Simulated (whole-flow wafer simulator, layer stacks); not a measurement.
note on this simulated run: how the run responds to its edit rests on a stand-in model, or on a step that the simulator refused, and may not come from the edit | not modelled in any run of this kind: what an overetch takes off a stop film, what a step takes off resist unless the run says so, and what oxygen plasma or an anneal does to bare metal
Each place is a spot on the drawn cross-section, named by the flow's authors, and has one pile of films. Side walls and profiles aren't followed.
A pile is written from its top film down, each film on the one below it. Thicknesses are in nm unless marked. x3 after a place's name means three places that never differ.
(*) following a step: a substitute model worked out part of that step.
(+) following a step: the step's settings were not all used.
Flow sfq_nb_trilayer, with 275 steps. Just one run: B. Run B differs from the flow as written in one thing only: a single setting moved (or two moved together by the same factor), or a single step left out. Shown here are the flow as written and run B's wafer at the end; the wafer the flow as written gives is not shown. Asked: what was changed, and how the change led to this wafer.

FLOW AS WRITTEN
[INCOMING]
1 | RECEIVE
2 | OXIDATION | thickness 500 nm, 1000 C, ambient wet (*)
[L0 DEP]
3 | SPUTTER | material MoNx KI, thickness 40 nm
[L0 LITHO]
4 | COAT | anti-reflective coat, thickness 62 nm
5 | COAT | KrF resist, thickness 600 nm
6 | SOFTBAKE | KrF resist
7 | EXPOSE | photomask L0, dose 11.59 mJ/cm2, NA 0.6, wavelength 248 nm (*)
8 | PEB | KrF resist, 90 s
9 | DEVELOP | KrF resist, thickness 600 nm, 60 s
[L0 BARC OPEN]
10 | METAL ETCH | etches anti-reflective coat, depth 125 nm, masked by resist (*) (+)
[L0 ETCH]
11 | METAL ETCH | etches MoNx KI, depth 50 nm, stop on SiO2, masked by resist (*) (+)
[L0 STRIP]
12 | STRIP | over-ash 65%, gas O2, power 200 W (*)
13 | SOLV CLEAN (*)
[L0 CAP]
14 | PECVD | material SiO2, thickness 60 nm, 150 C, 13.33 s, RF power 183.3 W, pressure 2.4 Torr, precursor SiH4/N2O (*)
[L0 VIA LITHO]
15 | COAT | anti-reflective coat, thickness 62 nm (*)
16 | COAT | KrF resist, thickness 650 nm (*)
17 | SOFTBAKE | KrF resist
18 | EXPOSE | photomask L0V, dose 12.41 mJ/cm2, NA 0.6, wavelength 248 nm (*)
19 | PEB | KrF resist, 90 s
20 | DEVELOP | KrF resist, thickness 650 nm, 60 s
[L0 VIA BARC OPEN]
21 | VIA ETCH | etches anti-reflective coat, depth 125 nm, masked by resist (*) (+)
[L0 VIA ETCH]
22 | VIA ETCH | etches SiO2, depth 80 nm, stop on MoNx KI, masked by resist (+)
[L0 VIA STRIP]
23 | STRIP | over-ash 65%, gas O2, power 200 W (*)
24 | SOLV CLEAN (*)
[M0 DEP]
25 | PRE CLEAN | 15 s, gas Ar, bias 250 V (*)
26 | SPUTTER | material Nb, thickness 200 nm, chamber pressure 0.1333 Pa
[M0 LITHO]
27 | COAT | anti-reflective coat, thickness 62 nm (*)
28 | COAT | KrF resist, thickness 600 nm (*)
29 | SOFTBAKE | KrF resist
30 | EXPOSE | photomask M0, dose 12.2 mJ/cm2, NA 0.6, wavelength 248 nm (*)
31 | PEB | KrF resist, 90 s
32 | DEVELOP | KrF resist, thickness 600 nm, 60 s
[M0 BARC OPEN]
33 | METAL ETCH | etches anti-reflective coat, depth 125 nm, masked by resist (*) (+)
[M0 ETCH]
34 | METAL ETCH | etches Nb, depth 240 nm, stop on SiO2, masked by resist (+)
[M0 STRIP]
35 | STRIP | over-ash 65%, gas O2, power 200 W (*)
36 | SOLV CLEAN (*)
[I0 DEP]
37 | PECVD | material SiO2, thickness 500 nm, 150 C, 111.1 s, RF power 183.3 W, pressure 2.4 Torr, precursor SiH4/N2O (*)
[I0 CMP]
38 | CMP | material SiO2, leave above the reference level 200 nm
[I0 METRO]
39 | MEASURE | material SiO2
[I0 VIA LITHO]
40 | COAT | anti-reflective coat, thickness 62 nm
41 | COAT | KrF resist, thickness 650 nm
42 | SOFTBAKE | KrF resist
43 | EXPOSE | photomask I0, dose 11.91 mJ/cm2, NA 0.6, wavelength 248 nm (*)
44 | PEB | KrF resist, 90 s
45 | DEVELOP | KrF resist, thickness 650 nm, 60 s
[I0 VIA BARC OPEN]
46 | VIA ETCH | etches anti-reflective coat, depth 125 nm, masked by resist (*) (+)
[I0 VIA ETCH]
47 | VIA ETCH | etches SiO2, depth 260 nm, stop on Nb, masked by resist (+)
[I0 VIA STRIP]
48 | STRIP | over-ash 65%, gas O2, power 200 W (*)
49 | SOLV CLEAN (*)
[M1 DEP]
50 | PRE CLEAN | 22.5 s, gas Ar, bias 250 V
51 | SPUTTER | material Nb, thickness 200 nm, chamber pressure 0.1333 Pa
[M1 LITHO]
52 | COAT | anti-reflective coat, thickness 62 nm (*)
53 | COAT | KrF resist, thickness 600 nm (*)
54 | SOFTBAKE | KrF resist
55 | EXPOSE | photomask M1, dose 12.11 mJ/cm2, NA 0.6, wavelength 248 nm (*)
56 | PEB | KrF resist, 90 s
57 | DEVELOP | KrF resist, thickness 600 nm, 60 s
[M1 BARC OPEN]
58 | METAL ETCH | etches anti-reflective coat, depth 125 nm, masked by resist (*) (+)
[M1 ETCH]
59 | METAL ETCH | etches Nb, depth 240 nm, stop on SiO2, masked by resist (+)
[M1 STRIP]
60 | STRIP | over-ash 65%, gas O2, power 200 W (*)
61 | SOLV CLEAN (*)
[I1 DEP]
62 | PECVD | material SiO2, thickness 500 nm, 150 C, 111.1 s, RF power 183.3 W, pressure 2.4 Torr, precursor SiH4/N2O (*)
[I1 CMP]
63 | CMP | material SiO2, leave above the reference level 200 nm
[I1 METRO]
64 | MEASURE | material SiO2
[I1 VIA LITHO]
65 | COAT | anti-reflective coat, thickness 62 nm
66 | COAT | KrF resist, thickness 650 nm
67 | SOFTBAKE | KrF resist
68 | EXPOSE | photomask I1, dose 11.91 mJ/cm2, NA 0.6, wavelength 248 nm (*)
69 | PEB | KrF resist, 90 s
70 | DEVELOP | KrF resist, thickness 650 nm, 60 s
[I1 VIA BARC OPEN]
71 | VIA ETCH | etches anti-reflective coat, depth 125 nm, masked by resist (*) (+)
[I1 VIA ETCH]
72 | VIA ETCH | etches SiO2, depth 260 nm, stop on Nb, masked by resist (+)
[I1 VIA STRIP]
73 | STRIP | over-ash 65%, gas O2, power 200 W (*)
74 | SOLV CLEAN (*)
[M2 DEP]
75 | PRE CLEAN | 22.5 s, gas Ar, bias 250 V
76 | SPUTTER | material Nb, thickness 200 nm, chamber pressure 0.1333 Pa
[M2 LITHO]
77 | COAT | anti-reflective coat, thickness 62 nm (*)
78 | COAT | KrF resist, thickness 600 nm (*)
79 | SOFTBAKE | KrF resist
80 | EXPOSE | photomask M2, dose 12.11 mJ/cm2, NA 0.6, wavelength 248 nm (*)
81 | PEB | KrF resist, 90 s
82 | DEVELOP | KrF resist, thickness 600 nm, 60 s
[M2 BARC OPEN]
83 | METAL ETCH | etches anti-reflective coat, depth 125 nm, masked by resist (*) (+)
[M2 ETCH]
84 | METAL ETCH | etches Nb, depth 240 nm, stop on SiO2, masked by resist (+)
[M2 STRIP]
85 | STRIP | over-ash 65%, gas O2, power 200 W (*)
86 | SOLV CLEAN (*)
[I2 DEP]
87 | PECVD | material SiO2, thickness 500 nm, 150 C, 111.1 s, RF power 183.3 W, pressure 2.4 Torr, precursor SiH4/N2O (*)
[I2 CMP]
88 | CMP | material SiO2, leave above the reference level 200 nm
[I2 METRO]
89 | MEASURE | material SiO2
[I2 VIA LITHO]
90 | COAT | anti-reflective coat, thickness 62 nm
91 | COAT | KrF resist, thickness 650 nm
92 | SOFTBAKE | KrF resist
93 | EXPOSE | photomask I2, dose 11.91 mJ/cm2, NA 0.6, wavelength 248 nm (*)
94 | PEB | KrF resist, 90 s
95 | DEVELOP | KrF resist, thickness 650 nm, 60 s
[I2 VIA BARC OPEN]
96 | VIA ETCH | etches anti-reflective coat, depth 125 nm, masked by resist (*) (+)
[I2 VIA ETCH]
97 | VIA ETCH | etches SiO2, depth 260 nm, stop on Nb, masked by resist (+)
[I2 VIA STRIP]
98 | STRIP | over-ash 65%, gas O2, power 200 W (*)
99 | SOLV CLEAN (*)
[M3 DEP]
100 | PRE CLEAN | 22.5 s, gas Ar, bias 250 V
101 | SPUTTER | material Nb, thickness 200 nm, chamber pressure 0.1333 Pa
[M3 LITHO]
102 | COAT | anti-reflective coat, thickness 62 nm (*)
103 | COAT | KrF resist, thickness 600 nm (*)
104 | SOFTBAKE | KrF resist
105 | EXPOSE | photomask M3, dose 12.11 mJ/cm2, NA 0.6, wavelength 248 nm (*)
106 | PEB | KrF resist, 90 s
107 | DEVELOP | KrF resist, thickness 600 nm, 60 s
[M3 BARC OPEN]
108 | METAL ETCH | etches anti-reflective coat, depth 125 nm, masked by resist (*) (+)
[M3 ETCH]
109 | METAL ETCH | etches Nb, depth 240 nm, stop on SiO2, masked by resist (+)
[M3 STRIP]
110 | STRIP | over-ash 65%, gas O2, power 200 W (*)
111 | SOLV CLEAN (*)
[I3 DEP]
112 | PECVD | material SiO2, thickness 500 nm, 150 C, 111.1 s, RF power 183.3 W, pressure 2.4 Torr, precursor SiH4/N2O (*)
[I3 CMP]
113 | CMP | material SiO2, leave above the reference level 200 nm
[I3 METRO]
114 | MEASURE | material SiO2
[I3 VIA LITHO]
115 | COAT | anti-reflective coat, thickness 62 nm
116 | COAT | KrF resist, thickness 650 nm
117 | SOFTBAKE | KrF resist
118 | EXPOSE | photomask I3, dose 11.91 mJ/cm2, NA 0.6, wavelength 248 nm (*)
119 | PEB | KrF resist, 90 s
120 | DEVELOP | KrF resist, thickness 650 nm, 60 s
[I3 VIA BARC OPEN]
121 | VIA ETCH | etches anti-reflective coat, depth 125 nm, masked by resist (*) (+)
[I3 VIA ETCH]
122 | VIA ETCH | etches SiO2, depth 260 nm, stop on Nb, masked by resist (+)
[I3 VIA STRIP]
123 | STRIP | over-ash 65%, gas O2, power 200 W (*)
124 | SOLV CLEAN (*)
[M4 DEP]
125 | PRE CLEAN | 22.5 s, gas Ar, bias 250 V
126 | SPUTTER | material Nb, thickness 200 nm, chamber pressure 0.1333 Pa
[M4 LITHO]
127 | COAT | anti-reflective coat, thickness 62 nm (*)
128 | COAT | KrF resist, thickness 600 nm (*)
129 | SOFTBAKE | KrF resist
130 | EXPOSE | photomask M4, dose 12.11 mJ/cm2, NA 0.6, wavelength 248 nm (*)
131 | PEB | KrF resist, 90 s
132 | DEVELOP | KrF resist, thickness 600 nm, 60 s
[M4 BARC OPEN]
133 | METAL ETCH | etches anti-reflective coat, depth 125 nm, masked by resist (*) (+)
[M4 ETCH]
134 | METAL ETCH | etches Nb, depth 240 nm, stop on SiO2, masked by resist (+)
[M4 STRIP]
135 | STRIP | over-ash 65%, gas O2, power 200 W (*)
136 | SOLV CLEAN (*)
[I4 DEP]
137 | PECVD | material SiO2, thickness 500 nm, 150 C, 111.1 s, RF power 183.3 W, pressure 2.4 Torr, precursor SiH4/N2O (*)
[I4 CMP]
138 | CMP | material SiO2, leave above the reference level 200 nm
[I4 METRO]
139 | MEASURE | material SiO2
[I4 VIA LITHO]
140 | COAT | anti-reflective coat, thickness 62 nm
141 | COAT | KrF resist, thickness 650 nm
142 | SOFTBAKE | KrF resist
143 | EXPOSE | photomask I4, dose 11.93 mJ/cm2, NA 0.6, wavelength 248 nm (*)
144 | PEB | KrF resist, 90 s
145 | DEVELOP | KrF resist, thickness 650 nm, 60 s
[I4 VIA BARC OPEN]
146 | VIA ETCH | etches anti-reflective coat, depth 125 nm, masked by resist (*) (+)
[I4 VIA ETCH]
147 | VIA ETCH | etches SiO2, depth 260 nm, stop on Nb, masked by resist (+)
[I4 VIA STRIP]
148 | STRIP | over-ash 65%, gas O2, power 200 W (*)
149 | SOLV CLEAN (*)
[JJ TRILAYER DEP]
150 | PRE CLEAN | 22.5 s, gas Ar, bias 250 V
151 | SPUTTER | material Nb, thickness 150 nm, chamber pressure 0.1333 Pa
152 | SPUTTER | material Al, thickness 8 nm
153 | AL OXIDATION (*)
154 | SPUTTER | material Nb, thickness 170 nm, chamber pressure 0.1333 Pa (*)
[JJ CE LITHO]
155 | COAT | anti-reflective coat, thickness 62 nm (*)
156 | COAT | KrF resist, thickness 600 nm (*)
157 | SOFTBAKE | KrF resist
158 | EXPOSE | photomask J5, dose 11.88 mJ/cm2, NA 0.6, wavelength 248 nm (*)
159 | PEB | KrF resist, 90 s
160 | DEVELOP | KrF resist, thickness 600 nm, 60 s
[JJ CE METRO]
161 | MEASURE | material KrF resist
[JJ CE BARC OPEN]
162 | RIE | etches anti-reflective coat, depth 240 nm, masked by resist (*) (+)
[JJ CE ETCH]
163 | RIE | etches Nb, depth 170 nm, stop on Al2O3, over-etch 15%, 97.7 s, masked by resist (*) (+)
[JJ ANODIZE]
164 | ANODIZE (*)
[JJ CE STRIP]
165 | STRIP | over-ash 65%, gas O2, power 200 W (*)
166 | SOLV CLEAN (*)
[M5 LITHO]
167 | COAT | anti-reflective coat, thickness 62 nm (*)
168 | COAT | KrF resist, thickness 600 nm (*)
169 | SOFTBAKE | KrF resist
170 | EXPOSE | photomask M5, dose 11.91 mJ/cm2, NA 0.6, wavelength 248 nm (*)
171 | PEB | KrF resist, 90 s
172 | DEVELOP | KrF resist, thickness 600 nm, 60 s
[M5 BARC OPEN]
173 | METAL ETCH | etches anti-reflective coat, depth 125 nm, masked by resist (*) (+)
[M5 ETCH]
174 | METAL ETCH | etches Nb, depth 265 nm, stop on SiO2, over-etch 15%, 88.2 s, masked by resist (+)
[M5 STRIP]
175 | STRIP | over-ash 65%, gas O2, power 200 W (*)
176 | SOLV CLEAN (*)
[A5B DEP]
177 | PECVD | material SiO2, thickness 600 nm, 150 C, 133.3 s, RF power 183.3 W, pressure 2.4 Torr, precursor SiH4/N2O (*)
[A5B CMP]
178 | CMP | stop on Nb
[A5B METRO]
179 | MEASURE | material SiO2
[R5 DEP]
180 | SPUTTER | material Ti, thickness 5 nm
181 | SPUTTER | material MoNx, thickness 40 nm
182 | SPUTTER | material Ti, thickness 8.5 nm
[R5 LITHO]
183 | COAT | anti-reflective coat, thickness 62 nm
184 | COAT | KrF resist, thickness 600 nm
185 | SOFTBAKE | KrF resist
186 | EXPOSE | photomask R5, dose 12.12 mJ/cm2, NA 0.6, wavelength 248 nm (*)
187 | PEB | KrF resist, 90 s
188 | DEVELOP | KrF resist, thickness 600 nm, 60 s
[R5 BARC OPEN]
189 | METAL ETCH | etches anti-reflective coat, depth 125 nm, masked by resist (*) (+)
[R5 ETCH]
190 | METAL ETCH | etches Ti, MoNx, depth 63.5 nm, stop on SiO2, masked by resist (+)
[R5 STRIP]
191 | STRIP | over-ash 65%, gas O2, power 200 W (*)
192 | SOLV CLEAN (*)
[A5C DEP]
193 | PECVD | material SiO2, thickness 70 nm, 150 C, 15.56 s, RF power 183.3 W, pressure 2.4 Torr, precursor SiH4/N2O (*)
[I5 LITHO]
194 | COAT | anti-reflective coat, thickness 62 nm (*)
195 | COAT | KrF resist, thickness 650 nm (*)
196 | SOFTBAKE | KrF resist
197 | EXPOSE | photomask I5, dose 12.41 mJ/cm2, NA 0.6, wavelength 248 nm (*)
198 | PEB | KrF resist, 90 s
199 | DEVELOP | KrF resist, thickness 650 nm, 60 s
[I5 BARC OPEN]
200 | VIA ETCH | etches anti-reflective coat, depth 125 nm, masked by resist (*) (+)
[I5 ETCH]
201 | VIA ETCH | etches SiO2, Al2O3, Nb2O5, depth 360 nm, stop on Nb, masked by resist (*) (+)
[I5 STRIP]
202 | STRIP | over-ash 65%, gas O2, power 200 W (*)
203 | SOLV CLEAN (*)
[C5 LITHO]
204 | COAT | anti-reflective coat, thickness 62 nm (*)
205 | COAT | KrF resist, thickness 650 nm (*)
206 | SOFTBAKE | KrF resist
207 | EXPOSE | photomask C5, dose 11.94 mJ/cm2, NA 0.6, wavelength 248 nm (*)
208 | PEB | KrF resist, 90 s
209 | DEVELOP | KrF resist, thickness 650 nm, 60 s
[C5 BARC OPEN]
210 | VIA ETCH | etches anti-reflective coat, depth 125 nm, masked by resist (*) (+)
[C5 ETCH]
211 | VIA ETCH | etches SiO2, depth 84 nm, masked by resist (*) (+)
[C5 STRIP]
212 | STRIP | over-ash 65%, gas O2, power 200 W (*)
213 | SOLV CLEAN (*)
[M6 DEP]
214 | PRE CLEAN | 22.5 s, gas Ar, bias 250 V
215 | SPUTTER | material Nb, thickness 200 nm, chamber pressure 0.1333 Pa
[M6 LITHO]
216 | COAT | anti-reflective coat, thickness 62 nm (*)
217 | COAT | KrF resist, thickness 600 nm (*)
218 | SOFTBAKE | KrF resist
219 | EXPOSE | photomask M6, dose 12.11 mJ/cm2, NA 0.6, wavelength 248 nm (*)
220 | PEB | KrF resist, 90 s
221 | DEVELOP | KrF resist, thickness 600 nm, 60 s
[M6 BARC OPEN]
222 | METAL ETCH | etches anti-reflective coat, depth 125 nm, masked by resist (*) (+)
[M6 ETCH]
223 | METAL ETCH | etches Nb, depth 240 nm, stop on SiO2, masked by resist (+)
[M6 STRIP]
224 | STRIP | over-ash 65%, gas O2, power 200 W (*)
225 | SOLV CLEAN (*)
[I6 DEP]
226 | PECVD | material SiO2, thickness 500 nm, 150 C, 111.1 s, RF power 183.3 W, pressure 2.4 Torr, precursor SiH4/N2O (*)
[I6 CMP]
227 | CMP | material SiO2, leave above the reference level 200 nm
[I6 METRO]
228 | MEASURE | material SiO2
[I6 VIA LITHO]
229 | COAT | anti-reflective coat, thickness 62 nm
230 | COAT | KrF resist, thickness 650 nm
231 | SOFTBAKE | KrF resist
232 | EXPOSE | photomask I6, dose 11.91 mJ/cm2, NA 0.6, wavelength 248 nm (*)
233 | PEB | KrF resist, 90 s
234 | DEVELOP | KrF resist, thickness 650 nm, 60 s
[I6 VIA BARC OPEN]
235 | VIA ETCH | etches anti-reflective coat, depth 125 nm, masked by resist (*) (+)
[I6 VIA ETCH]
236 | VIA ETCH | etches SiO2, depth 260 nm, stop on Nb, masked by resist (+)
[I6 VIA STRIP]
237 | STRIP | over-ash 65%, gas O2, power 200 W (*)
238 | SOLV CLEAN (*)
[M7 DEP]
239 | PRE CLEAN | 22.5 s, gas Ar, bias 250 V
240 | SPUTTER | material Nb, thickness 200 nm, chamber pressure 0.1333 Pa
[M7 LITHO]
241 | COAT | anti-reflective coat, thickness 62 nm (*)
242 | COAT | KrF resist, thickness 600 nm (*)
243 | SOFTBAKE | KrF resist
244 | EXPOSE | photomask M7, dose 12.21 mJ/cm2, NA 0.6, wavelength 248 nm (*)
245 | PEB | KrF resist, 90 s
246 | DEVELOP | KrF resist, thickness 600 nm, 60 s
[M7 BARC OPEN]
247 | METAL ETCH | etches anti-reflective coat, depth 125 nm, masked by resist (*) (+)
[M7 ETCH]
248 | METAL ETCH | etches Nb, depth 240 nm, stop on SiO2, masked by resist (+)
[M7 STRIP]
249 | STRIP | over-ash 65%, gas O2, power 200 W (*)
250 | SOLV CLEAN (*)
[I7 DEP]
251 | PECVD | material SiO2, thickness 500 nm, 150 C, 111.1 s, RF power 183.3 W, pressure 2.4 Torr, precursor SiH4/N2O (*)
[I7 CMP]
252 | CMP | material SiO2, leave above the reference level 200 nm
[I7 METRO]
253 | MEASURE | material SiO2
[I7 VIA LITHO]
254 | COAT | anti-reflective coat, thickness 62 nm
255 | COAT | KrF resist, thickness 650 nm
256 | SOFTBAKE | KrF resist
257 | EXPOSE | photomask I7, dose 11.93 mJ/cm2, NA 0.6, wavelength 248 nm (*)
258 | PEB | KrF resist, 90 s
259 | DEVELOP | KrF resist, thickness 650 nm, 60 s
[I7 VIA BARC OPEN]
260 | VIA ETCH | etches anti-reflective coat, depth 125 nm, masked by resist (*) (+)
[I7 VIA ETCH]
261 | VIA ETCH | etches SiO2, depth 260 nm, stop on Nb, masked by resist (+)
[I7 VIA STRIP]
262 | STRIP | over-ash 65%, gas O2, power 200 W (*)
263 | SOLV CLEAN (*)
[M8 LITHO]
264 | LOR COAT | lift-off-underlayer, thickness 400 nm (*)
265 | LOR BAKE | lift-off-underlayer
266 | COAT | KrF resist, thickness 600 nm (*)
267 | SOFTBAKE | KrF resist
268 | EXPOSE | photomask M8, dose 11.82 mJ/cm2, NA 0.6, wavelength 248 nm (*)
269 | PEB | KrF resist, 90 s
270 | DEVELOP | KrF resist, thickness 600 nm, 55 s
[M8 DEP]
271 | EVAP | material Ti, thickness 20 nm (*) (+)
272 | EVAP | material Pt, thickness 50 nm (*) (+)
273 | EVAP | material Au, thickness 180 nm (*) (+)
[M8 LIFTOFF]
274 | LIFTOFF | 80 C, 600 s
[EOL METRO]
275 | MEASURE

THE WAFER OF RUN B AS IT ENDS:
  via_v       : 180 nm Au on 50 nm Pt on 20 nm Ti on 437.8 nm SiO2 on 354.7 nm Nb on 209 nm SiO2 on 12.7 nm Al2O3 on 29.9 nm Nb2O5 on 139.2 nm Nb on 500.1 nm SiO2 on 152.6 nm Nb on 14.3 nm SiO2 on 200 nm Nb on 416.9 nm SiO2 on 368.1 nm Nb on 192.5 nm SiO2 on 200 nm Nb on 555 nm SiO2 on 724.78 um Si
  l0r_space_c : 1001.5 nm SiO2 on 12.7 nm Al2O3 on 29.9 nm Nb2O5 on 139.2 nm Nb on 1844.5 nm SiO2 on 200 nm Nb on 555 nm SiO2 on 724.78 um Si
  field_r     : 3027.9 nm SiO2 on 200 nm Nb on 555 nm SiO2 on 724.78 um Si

What caused this: step 113, CMP: leave above the reference level 282 nm was run, whereas the flow has leave above the reference level 200 nm.

The path from the change to this, step by step:
  113 | CMP | material SiO2, leave above the reference level 200 nm
      field_l, be, be_sur and 64 more: SiO2 loses 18 (in the flow as written it would be: SiO2 loses 100)
      v_sur, via_wl, via_wr and 27 more: SiO2 loses 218 (in the flow as written it would be: SiO2 loses 300)
      (and at 9 other places as well)
  122 | VIA ETCH | etches SiO2, depth 260 nm, stop on Nb, masked by resist (+)
      via_v: SiO2 loses 260 (in the flow as written it would be: SiO2 loses 199.8 (all of it))
  125 | PRE CLEAN | 22.5 s, gas Ar, bias 250 V
      via_v: SiO2 loses 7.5 (in the flow as written it would be: Nb loses 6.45)
  126 | SPUTTER | material Nb, thickness 200 nm, chamber pressure 0.1333 Pa
      via_v: Nb gains 152.6 (new film) (in the flow as written it would be: Nb gains 165.5)
  127 | COAT | anti-reflective coat, thickness 62 nm (*)
      via_sp: anti-reflective coat gains 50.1 (new film) (in the flow as written it would be: anti-reflective coat gains 53 (new film))
      via_v: anti-reflective coat gains 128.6 (new film) (in the flow as written it would be: anti-reflective coat gains 124.8 (new film))
      (and at 1 other place as well)
  128 | COAT | KrF resist, thickness 600 nm (*)
      via_v: KrF resist gains 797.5 (new film) (in the flow as written it would be: KrF resist gains 739.8 (new film))
  135 | STRIP | over-ash 65%, gas O2, power 200 W (*)
      via_sp: KrF resist loses 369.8 (all of it), anti-reflective coat loses 50.1 (all of it) (in the flow as written it would be: KrF resist loses 373.9 (all of it), anti-reflective coat loses 53 (all of it))
      via_v: KrF resist loses 579.3 (all of it), anti-reflective coat loses 128.6 (all of it) (in the flow as written it would be: KrF resist loses 521.8 (all of it), anti-reflective coat loses 124.8 (all of it))
      (and at 1 other place as well)
  137 | PECVD | material SiO2, thickness 500 nm, 150 C, 111.1 s, RF power 183.3 W, pressure 2.4 Torr, precursor SiH4/N2O (*)
      via_v: SiO2 gains 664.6 (new film) (in the flow as written it would be: SiO2 gains 615 (new film))
  138 | CMP | material SiO2, leave above the reference level 200 nm
      via_v: SiO2 loses 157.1 (in the flow as written it would be: SiO2 loses 181.6)
With metal films that touch counted as one body, via_v has 7 bodies (between them, from the top down: SiO2 437.8; SiO2 209 / Al2O3 12.7 / Nb2O5 29.9; SiO2 500.1; SiO2 14.3; SiO2 416.9; SiO2 192.5); the flow as written gives 6 bodies (between them, from the top down: SiO2 437.8; SiO2 209 / Al2O3 12.7 / Nb2O5 29.9; SiO2 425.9; SiO2 416.9; SiO2 192.5).
